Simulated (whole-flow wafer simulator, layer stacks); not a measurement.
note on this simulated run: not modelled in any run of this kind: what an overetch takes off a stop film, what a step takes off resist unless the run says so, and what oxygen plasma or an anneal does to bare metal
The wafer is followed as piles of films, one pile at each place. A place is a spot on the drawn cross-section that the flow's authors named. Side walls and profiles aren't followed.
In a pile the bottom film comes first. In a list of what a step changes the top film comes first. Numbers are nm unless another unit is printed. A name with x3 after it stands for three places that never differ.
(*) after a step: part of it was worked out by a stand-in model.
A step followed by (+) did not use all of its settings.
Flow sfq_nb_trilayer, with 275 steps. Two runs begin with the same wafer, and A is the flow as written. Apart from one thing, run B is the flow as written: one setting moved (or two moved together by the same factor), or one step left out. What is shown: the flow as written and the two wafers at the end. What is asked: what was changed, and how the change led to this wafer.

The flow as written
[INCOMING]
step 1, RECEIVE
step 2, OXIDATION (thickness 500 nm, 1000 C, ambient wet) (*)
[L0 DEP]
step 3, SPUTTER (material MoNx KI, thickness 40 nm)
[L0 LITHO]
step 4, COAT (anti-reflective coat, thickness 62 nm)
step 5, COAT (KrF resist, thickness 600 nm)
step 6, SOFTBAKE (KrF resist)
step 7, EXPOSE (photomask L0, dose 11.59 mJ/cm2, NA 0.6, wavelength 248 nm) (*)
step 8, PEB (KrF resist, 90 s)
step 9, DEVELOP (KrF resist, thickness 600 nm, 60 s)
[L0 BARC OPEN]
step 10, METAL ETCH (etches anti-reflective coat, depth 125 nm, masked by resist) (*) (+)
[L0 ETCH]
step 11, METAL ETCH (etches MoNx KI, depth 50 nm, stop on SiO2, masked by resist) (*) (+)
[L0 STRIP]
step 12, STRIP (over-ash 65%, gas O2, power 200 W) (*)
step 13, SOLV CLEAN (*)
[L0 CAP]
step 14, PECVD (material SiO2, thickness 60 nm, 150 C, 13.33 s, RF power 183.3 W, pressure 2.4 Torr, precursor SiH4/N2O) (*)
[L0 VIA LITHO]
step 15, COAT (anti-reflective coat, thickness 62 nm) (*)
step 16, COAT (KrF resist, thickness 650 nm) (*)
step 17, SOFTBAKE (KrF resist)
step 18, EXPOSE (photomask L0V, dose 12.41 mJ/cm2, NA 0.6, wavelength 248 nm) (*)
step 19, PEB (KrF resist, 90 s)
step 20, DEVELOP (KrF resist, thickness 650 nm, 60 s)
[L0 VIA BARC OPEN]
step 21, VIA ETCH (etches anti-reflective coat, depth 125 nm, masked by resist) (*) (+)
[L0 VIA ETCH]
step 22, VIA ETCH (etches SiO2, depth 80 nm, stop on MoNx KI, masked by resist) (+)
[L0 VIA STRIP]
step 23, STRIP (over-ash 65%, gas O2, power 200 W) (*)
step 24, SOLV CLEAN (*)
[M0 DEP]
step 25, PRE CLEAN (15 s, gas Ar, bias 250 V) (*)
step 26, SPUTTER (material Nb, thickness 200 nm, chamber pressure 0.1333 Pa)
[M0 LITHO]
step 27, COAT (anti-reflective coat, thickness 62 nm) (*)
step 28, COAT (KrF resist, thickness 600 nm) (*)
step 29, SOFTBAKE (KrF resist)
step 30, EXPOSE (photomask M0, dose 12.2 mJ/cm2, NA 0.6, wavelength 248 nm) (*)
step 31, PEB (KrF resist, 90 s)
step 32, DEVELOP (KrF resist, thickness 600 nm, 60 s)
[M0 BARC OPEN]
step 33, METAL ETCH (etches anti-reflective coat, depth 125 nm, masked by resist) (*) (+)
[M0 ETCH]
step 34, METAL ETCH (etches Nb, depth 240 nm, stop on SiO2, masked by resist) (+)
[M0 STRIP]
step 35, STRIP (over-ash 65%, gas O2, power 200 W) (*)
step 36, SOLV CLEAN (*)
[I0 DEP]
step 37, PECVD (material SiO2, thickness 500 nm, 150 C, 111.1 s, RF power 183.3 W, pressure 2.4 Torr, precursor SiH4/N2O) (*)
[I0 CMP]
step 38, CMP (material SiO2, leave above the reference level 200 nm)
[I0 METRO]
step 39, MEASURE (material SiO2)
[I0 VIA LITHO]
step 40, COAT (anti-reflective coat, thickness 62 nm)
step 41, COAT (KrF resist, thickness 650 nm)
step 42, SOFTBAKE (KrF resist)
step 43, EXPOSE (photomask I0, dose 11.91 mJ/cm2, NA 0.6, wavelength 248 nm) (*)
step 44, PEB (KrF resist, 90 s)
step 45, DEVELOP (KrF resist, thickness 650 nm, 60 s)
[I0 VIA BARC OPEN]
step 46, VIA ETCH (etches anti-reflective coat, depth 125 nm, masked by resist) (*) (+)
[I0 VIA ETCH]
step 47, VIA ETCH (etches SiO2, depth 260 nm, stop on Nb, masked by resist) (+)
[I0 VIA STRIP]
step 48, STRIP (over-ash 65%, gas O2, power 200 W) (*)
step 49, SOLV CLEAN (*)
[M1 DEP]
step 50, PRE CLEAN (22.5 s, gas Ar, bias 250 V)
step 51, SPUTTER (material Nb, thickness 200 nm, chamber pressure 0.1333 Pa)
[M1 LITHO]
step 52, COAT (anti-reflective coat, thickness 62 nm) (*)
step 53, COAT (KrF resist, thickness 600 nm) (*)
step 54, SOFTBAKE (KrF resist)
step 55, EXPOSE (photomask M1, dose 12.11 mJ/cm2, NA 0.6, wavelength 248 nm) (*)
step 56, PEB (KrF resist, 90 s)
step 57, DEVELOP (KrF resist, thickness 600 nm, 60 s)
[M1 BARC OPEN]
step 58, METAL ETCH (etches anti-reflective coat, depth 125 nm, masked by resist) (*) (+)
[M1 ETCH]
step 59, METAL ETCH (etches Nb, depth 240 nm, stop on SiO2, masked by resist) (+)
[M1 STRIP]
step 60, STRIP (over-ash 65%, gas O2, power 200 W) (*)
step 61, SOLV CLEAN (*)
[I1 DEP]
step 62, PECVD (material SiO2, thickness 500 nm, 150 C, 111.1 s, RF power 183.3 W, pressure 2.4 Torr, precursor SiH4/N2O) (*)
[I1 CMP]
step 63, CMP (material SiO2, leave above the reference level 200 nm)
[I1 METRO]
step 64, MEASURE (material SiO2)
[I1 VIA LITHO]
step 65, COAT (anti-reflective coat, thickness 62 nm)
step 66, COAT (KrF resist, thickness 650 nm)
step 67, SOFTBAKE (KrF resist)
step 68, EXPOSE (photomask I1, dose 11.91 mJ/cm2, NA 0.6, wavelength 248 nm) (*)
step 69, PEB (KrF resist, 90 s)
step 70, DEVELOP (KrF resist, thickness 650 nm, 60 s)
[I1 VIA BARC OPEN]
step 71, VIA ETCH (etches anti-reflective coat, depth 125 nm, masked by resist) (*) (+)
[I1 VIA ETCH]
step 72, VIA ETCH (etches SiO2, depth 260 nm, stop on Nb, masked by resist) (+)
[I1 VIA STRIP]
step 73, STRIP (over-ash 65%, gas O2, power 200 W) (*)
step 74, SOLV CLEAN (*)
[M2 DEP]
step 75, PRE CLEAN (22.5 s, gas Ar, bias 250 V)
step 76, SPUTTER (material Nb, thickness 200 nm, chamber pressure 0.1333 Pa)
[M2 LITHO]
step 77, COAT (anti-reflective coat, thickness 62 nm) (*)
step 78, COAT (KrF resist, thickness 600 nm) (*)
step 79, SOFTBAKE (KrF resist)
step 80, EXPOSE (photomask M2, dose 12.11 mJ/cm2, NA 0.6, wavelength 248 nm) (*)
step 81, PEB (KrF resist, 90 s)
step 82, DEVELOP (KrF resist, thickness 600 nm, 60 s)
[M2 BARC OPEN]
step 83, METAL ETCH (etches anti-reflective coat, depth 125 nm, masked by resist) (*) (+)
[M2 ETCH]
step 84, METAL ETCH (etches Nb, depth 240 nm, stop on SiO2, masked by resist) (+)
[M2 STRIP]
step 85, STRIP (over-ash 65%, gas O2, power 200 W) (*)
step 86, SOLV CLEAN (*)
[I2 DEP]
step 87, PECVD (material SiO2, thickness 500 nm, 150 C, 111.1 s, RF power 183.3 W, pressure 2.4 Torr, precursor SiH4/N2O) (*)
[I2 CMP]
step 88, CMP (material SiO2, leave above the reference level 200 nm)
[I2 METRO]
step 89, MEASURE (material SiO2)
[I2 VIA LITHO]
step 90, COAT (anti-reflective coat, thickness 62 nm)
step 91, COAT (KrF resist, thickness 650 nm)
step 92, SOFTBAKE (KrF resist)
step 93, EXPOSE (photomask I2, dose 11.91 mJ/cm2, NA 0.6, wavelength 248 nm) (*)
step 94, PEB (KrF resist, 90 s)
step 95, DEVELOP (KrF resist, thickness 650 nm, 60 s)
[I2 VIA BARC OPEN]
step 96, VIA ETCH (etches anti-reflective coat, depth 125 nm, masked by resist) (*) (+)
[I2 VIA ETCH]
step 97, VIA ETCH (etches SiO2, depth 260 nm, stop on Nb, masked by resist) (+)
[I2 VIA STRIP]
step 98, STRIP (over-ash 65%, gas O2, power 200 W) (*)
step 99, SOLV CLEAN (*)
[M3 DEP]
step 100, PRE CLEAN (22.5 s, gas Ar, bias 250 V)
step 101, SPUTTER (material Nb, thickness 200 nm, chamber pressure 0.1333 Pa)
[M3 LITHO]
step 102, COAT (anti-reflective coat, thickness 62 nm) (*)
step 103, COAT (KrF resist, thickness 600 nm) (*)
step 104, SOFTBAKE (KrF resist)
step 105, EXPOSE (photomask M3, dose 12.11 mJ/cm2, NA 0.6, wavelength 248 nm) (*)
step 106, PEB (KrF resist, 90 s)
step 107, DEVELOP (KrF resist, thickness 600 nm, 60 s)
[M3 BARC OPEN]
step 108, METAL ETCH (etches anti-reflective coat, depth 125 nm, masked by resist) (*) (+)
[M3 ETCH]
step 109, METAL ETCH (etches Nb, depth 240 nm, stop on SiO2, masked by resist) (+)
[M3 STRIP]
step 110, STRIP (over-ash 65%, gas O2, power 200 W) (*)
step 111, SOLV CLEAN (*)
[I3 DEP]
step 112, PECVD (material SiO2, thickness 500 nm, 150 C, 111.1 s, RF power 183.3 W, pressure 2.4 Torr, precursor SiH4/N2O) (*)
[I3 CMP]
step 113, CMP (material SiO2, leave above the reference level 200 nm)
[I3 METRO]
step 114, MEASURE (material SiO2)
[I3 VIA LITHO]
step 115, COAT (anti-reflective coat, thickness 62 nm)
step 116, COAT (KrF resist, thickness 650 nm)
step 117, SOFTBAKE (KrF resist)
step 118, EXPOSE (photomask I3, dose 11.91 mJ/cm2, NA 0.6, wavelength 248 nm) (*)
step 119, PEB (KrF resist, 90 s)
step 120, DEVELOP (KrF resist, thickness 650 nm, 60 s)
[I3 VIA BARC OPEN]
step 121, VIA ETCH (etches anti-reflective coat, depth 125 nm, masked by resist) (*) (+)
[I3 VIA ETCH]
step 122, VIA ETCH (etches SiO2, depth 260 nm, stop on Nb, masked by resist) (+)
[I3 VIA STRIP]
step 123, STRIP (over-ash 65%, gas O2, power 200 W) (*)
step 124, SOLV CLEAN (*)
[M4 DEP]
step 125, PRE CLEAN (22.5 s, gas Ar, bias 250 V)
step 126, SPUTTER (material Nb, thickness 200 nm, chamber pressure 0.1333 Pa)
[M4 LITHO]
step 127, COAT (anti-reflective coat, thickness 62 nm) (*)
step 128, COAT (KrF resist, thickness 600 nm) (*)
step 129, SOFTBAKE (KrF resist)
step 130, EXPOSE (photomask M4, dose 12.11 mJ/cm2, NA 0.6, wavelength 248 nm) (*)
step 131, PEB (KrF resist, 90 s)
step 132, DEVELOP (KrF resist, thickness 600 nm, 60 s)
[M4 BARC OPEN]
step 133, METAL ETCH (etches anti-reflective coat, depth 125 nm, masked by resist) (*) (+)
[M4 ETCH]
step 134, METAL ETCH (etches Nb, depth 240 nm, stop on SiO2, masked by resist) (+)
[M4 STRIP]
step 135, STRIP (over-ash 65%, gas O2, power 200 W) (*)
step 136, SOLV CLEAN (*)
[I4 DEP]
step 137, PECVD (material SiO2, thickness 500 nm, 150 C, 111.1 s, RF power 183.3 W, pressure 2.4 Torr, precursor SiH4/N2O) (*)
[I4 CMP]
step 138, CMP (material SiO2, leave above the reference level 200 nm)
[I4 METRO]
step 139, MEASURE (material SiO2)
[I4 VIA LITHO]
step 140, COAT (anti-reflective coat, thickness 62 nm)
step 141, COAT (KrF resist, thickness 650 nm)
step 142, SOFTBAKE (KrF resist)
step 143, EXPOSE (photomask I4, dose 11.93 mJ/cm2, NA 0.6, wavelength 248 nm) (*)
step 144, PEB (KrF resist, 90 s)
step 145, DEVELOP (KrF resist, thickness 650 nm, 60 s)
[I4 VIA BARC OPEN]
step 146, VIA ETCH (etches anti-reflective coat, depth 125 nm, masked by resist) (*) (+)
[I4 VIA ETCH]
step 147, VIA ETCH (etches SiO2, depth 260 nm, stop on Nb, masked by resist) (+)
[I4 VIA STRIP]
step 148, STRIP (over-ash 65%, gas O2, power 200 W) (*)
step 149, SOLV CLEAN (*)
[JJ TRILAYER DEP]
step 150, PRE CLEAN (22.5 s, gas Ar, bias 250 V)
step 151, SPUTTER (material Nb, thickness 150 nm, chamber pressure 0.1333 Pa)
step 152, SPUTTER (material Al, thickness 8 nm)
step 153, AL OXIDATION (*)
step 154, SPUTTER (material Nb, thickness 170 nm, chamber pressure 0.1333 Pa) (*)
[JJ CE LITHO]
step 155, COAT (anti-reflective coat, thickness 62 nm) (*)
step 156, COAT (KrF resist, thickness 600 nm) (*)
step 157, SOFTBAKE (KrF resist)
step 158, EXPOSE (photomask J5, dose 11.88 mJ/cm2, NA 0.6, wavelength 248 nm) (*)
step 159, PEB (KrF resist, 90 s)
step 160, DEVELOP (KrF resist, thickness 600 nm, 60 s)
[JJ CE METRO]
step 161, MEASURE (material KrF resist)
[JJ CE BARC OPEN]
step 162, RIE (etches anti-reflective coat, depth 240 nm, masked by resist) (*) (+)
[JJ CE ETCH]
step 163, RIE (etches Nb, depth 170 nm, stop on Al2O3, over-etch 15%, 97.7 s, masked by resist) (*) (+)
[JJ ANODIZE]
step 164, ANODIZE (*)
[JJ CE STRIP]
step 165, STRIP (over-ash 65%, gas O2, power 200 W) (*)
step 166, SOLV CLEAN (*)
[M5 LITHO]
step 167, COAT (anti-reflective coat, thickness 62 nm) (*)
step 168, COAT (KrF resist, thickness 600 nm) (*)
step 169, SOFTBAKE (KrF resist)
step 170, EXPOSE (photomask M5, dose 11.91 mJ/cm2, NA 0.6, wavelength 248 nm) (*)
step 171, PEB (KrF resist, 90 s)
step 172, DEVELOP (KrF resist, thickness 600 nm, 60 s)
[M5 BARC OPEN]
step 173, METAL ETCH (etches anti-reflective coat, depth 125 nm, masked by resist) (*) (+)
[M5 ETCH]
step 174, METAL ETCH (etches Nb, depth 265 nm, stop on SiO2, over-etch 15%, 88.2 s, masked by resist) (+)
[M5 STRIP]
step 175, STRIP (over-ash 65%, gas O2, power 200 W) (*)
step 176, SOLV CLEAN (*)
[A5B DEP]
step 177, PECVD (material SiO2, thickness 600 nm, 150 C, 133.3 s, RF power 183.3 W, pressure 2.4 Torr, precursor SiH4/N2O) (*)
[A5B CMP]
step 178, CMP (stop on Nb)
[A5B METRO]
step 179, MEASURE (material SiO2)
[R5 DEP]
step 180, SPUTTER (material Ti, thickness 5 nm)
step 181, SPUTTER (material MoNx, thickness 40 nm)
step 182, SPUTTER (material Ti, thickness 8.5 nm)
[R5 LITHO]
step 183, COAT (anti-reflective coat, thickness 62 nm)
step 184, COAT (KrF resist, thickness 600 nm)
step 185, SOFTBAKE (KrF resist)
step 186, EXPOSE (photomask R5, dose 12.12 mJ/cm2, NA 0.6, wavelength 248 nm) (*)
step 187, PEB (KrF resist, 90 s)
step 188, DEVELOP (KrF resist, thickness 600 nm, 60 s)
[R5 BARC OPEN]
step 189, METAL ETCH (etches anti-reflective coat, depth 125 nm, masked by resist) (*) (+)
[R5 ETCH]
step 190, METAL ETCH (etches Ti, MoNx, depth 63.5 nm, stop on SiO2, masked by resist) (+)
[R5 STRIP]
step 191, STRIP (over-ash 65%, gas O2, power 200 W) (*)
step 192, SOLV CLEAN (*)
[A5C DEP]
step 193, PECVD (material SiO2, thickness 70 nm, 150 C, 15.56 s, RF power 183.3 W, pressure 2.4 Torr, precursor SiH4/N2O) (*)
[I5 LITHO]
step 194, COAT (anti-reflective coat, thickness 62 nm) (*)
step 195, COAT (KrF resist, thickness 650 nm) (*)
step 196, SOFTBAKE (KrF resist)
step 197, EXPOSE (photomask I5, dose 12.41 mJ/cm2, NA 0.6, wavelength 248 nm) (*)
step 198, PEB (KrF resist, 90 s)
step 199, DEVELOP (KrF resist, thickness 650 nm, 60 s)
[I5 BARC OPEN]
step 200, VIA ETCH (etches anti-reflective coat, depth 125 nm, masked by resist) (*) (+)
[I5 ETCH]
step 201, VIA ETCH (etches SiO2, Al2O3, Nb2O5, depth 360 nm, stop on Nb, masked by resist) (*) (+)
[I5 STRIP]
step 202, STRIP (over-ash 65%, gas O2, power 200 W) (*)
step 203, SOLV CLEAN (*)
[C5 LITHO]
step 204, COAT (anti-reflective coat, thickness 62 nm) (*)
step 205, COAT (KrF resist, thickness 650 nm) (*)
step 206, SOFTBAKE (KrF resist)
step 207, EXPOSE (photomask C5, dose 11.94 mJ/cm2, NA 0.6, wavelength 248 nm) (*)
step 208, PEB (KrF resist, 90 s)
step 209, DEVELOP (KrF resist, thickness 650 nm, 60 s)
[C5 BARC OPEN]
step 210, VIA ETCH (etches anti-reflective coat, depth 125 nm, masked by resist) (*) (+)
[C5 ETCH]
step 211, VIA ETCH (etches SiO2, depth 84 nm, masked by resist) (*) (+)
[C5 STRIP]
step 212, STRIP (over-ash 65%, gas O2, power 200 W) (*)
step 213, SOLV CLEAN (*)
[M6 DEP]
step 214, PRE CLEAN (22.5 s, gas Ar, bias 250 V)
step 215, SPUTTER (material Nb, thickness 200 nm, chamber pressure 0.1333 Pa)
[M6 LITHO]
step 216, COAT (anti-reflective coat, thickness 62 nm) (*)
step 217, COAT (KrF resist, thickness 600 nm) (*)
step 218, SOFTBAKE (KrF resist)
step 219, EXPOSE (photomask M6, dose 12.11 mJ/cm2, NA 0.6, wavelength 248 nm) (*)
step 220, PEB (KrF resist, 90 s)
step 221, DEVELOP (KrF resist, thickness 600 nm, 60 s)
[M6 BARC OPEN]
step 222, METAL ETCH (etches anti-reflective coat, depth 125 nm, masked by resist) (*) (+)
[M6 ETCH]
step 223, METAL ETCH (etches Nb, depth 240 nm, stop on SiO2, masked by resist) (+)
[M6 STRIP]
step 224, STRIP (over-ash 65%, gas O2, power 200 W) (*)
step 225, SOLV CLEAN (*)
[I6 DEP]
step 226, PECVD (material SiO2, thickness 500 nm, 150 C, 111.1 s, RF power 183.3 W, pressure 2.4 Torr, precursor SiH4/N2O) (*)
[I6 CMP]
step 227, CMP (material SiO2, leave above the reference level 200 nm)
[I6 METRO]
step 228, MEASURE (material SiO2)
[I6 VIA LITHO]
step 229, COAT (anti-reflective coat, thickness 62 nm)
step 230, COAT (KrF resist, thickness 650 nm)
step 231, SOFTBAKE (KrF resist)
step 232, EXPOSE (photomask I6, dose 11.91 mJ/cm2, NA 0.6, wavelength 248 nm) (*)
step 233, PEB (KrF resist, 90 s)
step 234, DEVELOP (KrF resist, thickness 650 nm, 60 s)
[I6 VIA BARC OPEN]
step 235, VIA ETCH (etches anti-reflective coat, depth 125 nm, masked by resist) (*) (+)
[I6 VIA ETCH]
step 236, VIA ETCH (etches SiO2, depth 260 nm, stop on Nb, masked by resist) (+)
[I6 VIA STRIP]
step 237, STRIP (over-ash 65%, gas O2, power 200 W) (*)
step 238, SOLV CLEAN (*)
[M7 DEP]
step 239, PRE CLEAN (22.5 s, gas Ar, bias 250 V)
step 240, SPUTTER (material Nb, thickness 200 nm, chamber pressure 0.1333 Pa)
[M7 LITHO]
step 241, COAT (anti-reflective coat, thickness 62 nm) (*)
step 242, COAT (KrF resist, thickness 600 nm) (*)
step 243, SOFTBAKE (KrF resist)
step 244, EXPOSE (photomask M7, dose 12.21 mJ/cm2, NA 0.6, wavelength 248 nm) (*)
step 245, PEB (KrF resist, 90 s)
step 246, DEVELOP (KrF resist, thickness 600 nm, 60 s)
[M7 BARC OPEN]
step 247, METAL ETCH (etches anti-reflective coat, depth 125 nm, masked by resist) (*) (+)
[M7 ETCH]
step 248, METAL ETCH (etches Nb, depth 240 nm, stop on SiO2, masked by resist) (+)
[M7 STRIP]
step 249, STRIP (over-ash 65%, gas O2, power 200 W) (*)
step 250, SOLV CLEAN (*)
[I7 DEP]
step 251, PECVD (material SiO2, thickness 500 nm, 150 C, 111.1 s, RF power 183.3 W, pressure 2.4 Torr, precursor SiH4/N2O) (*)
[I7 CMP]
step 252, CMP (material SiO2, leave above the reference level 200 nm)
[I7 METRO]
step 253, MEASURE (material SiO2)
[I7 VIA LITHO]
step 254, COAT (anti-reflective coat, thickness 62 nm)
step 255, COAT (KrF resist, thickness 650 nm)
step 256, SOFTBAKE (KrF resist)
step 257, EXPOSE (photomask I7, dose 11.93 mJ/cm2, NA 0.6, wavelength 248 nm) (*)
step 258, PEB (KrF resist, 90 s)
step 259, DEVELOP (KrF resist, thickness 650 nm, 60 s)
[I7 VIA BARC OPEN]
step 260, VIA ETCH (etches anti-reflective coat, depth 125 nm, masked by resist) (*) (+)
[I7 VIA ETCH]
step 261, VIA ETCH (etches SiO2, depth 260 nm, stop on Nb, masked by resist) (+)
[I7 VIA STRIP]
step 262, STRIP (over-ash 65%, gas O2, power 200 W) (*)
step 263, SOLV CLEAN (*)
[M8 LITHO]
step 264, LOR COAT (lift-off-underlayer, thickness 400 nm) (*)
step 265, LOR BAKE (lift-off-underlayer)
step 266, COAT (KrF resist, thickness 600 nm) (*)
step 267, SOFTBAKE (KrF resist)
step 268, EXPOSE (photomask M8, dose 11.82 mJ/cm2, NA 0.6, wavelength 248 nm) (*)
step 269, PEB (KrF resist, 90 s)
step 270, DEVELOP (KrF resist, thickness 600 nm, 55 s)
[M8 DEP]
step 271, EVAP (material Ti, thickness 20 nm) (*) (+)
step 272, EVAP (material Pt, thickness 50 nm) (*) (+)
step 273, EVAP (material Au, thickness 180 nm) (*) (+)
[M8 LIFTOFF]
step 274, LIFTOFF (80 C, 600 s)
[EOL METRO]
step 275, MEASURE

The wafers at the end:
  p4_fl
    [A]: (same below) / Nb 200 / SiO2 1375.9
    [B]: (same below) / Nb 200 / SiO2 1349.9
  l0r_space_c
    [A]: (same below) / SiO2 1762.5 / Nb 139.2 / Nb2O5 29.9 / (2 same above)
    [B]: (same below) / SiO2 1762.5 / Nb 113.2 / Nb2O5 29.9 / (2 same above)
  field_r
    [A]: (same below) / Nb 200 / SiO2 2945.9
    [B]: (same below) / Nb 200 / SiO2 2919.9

Cause: step 151, SPUTTER: thickness 124 nm was run, while the flow as written has thickness 150 nm.

The path from the change to this, step by step:
  step 151, SPUTTER (material Nb, thickness 150 nm, chamber pressure 0.1333 Pa)
      field_l, v_sur, via_sp and 100 more: A Nb gains 150 (new film) | B Nb gains 124 (new film)
      via_wl, via_w, via_wr: A Nb gains 130.4 | B Nb gains 107.6
  step 155, COAT (anti-reflective coat, thickness 62 nm) (*)
      via_wl, via_wr: A anti-reflective coat gains 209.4 (new film) | B anti-reflective coat gains 202.7 (new film)
      via_w: A anti-reflective coat gains 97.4 (new film) | B anti-reflective coat gains 95.3 (new film)
  step 162, RIE (etches anti-reflective coat, depth 240 nm, masked by resist) (*) (+)
      ce_l, c5j, ce_r, wl_jj: A KrF resist loses 209.4 | B KrF resist loses 202.7
      via_wl, via_wr: A anti-reflective coat loses 209.4 (all of it) | B anti-reflective coat loses 202.7 (all of it)
      (and at 1 other place as well)
  step 165, STRIP (over-ash 65%, gas O2, power 200 W) (*)
      ce_l: A KrF resist loses 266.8 (all of it), anti-reflective coat loses 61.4 (all of it) | B KrF resist loses 273.5 (all of it), anti-reflective coat loses 61.4 (all of it)
      c5j: A KrF resist loses 266.9 (all of it), anti-reflective coat loses 61.5 (all of it) | B KrF resist loses 273.6 (all of it), anti-reflective coat loses 61.5 (all of it)
      (and at 2 other places as well)
  step 167, COAT (anti-reflective coat, thickness 62 nm) (*)
      via_wl: A anti-reflective coat gains 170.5 (new film) | B anti-reflective coat gains 166.5 (new film)
      via_wr: A anti-reflective coat gains 170.6 (new film) | B anti-reflective coat gains 166.6 (new film)
  step 174, METAL ETCH (etches Nb, depth 265 nm, stop on SiO2, over-etch 15%, 88.2 s, masked by resist) (+)
      field_l, r_sur, res and 50 more: A Al2O3 loses 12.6 (all of it), Nb2O5 loses 29.9 (all of it), Nb loses 139.2 (all of it), SiO2 loses 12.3 | B Al2O3 loses 12.6 (all of it), Nb2O5 loses 29.9 (all of it), Nb loses 113.2 (all of it), SiO2 loses 14.9
  step 175, STRIP (over-ash 65%, gas O2, power 200 W) (*)
      via_wl: A KrF resist loses 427 (all of it), anti-reflective coat loses 170.5 (all of it) | B KrF resist loses 428.2 (all of it), anti-reflective coat loses 166.5 (all of it)
      via_wr: A KrF resist loses 427.6 (all of it), anti-reflective coat loses 170.6 (all of it) | B KrF resist loses 428.8 (all of it), anti-reflective coat loses 166.6 (all of it)
  step 178, CMP (stop on Nb)
      field_l, p4_fl, p4_fm and 39 more: A SiO2 loses 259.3 | B SiO2 loses 282.7
      r_sur, res, r_end, moat, field_r, lsp_l: A SiO2 loses 252.3 | B SiO2 loses 276.5
      (and at 5 other places as well)
